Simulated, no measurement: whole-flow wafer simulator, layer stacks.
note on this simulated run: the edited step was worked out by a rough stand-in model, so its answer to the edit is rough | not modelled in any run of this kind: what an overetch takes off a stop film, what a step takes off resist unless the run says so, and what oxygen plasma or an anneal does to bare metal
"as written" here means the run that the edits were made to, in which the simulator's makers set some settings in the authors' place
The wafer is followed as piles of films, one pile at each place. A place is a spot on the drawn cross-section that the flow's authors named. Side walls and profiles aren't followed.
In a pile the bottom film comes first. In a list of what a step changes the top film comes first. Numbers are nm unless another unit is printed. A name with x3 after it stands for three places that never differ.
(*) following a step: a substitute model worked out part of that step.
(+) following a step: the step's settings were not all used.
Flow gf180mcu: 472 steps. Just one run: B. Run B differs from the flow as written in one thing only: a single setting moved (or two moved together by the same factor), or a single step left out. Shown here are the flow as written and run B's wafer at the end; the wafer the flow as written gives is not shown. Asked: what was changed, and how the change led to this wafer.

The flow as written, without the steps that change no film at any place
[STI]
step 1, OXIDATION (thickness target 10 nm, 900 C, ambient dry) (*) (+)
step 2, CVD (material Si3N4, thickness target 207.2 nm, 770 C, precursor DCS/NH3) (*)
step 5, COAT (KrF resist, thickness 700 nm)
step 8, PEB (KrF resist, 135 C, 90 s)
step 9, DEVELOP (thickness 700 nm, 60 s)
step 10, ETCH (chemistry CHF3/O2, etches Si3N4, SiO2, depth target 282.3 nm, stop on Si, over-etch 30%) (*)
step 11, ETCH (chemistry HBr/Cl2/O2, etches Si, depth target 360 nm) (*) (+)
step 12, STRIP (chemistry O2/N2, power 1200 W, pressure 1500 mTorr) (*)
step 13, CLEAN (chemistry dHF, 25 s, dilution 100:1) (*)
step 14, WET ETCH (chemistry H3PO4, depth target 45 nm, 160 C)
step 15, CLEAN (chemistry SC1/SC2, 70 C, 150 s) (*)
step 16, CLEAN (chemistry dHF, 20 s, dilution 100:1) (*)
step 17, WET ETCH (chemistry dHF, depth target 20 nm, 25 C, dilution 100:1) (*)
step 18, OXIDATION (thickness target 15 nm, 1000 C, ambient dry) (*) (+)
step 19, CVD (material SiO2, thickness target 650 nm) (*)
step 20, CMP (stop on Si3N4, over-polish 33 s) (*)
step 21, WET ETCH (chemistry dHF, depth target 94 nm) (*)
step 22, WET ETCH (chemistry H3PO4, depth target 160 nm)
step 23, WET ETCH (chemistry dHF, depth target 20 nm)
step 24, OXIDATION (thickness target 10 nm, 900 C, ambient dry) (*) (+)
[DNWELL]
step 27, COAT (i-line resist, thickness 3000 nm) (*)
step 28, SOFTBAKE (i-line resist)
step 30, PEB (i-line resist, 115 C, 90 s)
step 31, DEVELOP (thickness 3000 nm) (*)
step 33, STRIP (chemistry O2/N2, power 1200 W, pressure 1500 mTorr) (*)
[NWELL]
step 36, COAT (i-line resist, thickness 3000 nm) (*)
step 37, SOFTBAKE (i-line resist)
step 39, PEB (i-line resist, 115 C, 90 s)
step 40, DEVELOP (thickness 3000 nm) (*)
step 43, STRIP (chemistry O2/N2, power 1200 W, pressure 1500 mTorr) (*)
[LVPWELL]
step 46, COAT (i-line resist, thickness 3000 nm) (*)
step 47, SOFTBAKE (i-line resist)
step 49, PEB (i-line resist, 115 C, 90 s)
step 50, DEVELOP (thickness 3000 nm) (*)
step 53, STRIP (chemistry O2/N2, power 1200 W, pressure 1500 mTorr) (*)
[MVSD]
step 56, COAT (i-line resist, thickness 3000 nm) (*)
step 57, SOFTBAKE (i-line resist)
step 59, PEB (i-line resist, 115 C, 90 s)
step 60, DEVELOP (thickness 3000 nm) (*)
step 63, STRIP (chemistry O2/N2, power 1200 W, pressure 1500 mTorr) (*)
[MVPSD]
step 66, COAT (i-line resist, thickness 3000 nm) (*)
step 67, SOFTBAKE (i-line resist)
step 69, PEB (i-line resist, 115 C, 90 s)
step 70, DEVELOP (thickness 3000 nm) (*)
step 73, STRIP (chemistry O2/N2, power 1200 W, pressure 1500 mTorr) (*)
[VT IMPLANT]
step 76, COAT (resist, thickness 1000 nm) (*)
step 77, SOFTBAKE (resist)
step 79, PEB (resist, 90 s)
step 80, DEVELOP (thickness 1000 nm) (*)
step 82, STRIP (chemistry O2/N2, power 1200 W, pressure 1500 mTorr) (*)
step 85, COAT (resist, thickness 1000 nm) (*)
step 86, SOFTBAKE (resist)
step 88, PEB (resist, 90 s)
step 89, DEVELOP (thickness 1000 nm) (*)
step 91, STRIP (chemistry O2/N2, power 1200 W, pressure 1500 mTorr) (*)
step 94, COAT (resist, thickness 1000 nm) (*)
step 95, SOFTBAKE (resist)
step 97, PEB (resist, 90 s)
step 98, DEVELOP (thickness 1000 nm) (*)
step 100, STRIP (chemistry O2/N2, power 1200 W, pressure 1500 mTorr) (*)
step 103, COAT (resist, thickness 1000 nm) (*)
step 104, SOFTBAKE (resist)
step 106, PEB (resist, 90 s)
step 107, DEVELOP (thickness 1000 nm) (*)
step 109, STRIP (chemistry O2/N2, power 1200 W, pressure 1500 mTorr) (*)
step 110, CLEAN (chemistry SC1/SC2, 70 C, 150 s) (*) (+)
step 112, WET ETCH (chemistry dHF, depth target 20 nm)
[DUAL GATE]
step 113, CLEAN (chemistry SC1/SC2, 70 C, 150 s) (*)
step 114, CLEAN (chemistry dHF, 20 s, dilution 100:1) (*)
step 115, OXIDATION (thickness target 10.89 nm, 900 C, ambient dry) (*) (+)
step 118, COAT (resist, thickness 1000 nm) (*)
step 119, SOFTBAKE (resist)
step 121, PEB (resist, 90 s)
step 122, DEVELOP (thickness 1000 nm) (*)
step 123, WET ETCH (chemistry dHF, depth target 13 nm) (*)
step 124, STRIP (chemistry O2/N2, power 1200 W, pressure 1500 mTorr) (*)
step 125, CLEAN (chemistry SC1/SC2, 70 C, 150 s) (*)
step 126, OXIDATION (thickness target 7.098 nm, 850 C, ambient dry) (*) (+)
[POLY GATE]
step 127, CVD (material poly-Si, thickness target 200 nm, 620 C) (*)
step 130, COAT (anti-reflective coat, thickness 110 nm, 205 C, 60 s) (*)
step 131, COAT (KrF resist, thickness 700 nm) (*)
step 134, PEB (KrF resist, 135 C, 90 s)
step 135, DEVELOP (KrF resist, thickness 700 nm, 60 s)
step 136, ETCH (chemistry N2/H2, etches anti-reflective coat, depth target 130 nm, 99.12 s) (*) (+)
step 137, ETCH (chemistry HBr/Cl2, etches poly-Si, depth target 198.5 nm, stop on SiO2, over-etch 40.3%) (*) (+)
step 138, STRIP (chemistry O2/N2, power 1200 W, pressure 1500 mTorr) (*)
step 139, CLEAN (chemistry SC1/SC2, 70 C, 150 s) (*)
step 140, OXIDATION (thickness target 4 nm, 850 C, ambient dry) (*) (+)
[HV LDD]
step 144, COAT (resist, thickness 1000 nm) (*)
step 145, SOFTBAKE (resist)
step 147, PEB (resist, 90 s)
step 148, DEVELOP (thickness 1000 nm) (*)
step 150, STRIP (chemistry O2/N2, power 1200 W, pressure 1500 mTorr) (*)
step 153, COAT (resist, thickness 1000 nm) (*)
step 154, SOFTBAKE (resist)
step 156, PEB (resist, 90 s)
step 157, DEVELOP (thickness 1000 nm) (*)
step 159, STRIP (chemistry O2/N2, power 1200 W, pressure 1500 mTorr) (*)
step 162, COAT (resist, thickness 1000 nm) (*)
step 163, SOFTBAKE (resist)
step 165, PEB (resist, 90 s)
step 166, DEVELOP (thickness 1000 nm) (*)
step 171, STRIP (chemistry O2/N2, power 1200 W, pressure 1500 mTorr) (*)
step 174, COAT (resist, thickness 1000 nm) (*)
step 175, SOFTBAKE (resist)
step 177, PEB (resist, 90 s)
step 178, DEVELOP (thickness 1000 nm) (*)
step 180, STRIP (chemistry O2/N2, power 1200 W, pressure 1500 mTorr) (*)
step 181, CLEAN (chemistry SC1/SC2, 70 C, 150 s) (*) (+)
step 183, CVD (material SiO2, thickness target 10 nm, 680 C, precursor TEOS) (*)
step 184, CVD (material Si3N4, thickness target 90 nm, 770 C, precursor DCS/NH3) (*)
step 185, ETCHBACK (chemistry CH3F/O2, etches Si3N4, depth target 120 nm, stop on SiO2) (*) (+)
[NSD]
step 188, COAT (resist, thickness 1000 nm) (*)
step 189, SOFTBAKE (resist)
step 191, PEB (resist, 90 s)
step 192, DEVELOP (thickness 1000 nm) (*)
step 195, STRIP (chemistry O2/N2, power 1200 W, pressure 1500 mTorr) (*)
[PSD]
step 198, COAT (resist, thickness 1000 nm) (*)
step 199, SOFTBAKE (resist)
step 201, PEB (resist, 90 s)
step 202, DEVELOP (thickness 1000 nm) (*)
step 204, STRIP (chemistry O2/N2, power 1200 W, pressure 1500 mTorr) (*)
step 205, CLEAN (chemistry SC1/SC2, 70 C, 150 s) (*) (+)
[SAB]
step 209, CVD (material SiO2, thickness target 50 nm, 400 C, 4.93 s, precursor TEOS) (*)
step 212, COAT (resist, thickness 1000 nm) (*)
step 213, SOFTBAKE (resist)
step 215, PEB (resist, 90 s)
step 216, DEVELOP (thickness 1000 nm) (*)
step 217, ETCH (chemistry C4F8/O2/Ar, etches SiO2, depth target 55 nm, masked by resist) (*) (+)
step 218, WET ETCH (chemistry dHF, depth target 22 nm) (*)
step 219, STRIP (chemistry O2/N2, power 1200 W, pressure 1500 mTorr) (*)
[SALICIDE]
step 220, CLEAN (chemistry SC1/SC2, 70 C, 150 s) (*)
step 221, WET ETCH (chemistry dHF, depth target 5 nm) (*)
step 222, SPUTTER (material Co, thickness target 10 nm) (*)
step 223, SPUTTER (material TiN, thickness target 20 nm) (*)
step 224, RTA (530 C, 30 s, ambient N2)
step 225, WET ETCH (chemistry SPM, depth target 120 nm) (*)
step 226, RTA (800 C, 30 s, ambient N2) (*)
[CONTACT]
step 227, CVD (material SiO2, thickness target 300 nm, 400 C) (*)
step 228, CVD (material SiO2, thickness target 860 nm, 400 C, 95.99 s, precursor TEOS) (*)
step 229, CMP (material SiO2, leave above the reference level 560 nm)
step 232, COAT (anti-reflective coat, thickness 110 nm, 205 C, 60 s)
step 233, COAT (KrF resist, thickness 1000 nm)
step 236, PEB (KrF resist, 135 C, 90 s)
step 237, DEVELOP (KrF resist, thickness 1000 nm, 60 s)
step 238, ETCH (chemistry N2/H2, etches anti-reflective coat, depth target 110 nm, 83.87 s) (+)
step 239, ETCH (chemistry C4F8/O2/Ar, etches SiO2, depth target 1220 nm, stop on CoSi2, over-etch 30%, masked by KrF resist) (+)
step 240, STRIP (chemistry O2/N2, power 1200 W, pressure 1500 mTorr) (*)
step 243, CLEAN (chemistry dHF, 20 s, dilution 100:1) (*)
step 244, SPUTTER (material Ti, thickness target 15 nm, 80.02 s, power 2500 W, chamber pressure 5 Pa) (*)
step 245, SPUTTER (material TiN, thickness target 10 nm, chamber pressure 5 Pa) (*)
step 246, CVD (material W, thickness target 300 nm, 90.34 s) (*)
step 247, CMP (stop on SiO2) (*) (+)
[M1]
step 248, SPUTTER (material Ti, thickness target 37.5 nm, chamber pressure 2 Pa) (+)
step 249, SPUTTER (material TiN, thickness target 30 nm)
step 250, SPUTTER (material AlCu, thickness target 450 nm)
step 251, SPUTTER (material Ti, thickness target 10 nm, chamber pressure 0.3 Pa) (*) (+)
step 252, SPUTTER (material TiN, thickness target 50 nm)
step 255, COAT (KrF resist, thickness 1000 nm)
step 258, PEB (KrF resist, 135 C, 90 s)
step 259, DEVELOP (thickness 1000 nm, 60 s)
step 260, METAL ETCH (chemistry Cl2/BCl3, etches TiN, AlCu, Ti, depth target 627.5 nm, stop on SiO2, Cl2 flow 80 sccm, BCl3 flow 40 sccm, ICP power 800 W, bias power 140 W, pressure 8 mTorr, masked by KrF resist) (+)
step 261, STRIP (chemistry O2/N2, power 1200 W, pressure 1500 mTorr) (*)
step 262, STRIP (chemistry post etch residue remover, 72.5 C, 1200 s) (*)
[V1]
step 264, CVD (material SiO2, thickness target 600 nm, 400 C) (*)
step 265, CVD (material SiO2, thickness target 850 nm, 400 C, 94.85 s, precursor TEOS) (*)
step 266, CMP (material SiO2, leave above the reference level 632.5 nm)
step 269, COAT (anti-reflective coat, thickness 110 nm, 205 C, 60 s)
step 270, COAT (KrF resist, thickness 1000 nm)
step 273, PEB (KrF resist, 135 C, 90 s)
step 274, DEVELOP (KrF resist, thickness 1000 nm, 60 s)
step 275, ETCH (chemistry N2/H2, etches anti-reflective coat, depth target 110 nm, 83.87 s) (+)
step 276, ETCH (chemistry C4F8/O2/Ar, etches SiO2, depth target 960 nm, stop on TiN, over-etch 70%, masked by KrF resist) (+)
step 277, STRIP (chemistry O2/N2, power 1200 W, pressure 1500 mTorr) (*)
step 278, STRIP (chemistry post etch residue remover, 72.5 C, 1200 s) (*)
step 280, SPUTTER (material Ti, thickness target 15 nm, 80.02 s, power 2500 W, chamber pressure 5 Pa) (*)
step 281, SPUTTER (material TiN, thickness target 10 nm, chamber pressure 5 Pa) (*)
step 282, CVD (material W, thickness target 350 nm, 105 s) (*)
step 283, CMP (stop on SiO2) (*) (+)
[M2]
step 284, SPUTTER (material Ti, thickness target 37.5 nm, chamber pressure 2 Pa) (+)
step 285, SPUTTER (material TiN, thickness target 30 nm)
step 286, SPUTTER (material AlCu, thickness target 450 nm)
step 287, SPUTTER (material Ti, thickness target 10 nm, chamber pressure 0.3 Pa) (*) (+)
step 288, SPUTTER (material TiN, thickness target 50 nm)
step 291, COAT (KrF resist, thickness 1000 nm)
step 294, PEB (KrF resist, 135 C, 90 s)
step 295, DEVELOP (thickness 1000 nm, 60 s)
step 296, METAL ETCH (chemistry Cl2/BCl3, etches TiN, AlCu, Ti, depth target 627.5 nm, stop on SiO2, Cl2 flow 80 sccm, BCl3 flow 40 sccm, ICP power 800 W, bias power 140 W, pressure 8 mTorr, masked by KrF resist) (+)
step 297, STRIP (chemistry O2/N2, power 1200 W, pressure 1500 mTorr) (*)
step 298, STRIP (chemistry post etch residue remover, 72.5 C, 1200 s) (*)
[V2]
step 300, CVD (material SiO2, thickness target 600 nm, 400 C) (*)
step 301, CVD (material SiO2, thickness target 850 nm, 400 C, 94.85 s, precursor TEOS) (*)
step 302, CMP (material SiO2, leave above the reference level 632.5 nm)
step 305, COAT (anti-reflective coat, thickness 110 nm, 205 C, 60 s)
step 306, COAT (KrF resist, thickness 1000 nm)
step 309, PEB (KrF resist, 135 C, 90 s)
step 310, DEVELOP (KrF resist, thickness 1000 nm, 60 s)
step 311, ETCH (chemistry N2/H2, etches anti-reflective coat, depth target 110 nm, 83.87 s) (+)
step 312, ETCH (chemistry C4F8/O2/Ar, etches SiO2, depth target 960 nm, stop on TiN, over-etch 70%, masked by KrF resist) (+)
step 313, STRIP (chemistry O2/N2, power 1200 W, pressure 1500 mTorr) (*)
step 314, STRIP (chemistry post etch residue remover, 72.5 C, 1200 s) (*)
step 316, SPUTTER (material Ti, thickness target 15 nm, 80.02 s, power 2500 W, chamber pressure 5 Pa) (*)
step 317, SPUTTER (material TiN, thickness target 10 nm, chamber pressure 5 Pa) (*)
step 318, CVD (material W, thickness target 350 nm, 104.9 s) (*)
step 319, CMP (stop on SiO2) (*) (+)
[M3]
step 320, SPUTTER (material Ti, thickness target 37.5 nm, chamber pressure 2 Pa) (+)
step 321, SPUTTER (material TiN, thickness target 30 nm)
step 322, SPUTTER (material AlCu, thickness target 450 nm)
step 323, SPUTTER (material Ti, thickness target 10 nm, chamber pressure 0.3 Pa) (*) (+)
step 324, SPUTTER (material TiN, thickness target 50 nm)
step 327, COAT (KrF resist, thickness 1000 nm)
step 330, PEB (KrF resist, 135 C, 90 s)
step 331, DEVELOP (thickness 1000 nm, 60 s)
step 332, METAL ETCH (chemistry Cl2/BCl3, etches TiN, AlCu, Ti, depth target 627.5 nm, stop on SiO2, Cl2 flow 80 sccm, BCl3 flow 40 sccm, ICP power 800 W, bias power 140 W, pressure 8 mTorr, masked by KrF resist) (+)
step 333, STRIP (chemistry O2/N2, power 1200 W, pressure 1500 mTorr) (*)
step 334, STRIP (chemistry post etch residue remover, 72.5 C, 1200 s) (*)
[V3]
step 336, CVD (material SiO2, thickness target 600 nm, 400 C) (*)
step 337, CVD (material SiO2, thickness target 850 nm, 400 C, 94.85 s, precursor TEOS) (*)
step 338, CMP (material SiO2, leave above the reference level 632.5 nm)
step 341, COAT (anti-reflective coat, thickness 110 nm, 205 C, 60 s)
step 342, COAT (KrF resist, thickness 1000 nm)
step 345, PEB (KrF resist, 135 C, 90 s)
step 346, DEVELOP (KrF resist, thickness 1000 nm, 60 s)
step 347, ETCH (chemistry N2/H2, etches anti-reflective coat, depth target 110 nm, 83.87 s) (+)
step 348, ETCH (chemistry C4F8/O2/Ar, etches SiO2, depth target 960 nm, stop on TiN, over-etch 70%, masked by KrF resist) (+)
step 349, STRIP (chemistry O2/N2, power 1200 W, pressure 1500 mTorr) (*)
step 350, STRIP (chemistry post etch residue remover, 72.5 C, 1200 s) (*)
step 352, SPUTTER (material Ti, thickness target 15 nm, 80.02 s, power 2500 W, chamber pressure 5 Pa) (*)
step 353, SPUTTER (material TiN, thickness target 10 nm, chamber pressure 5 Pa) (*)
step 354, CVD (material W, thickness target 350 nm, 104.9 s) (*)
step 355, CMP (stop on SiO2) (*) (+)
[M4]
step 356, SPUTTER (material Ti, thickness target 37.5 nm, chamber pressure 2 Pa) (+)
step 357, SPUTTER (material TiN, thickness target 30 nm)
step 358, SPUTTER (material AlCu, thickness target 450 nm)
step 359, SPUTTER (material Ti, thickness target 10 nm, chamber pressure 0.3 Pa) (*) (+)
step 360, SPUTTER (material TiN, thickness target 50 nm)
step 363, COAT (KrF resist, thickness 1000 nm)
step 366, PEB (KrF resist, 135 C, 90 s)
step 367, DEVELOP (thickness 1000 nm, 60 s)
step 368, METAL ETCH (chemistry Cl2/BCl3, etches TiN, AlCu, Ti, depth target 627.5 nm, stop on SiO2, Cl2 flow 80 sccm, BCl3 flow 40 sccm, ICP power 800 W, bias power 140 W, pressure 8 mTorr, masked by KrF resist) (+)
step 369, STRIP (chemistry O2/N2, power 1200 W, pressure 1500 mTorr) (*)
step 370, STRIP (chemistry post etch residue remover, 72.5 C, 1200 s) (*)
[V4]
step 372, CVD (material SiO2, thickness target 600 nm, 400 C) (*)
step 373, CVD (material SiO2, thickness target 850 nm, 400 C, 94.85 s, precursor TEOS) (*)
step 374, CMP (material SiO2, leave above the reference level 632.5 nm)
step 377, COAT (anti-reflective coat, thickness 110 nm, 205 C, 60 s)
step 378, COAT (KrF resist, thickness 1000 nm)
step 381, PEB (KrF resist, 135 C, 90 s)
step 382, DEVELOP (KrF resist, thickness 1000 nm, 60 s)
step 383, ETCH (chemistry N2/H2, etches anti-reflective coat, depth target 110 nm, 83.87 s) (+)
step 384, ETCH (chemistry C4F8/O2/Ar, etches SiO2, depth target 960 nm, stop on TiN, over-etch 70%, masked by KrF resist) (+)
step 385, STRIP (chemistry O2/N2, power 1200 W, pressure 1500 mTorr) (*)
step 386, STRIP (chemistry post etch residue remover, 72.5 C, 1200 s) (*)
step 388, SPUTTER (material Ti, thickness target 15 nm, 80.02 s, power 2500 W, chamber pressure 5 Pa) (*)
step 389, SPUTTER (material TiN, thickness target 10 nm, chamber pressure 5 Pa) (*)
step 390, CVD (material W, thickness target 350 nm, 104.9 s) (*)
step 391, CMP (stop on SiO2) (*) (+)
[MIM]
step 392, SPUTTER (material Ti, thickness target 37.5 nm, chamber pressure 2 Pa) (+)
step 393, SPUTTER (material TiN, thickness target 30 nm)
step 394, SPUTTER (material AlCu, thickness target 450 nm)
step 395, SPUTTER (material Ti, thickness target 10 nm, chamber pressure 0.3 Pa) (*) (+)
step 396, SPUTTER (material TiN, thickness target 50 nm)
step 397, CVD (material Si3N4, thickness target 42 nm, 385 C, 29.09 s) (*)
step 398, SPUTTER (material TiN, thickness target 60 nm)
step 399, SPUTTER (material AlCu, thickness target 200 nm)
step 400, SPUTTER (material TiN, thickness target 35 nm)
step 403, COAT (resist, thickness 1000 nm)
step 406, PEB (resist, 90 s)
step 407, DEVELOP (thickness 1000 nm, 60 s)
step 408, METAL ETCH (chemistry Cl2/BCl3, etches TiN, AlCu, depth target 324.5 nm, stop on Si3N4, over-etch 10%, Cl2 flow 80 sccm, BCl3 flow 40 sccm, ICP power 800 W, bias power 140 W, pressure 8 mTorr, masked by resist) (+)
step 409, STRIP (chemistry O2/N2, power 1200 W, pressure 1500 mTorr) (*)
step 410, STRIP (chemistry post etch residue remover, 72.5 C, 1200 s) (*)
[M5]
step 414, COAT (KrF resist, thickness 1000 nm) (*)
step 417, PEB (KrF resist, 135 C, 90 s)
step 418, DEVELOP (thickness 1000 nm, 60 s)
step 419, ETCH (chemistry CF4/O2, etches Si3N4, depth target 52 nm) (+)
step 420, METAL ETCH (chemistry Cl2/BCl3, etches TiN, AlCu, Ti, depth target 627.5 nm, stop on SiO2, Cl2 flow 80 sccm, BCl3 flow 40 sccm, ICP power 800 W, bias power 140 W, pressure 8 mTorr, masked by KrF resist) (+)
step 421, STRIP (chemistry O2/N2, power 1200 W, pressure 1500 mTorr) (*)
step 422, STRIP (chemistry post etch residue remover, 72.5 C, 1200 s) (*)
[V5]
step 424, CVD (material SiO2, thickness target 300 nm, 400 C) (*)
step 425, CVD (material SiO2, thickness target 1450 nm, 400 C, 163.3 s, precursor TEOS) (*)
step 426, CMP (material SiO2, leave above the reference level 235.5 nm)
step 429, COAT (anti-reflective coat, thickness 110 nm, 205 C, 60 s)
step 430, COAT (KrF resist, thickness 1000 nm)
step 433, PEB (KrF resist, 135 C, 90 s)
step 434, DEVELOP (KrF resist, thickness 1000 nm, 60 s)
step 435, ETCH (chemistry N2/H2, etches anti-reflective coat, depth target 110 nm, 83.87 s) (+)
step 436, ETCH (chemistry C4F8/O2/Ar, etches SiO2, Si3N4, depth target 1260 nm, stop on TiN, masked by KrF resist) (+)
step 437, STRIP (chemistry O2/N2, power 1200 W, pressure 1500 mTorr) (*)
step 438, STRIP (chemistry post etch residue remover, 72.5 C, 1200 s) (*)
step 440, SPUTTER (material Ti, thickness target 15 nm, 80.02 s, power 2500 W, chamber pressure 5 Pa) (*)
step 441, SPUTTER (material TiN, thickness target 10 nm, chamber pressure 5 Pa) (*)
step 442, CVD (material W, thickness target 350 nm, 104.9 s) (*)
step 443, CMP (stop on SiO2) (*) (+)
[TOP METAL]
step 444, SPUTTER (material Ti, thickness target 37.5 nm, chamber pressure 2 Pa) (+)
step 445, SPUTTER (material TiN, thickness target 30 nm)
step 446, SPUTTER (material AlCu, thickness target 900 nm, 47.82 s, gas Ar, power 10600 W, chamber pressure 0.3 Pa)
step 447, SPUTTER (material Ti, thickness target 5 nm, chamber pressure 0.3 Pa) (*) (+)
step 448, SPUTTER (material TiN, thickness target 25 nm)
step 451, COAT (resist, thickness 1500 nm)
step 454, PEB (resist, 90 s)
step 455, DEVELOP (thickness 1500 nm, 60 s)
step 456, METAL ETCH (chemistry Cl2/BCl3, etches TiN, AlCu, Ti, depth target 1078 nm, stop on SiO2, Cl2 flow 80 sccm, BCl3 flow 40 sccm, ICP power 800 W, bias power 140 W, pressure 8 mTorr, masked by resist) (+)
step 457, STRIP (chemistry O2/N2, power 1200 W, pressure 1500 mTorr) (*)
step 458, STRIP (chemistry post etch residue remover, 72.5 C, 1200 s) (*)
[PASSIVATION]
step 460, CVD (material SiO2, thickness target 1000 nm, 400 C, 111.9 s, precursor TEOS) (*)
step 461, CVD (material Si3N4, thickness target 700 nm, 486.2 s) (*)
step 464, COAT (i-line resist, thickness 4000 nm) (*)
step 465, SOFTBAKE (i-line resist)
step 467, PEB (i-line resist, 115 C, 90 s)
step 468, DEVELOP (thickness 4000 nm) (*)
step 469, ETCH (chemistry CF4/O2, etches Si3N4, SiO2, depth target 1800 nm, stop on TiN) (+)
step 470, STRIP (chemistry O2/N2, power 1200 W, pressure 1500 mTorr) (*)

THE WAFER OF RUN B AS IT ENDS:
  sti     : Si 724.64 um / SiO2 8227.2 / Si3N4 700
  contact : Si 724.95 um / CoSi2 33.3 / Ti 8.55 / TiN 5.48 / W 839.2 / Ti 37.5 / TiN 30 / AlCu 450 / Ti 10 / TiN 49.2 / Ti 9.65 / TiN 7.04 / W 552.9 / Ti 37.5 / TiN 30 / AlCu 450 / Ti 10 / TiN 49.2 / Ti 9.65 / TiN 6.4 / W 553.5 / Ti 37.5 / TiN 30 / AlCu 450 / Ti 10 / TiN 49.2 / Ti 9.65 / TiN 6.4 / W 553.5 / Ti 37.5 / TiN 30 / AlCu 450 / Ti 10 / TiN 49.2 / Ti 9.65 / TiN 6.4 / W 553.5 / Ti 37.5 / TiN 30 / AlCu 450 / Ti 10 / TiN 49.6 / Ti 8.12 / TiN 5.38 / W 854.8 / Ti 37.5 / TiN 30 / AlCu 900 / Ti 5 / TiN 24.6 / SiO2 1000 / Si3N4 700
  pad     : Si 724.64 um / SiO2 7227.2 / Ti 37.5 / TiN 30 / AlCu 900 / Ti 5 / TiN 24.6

What caused this: step 281, SPUTTER: thickness target 11 nm was run, while the flow as written has thickness target 10 nm.

Step by step, how the change led to this:
  step 281, SPUTTER (material TiN, thickness target 10 nm, chamber pressure 5 Pa) (*)
      field, field__w1, field__w2 and 107 more: +11 TiN (new film) (as written it would have been: +10 TiN (new film))
      contact: +7.04 TiN (new film) (as written it would have been: +6.4 TiN (new film))
  step 283, CMP (stop on SiO2) (*) (+)
      field, field__w1, field__w2 and 107 more: -350 W (all of it), -11 TiN (all of it), -15 Ti (all of it), -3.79 SiO2 (as written it would have been: -350 W (all of it), -10 TiN (all of it), -15 Ti (all of it), -3.78 SiO2)
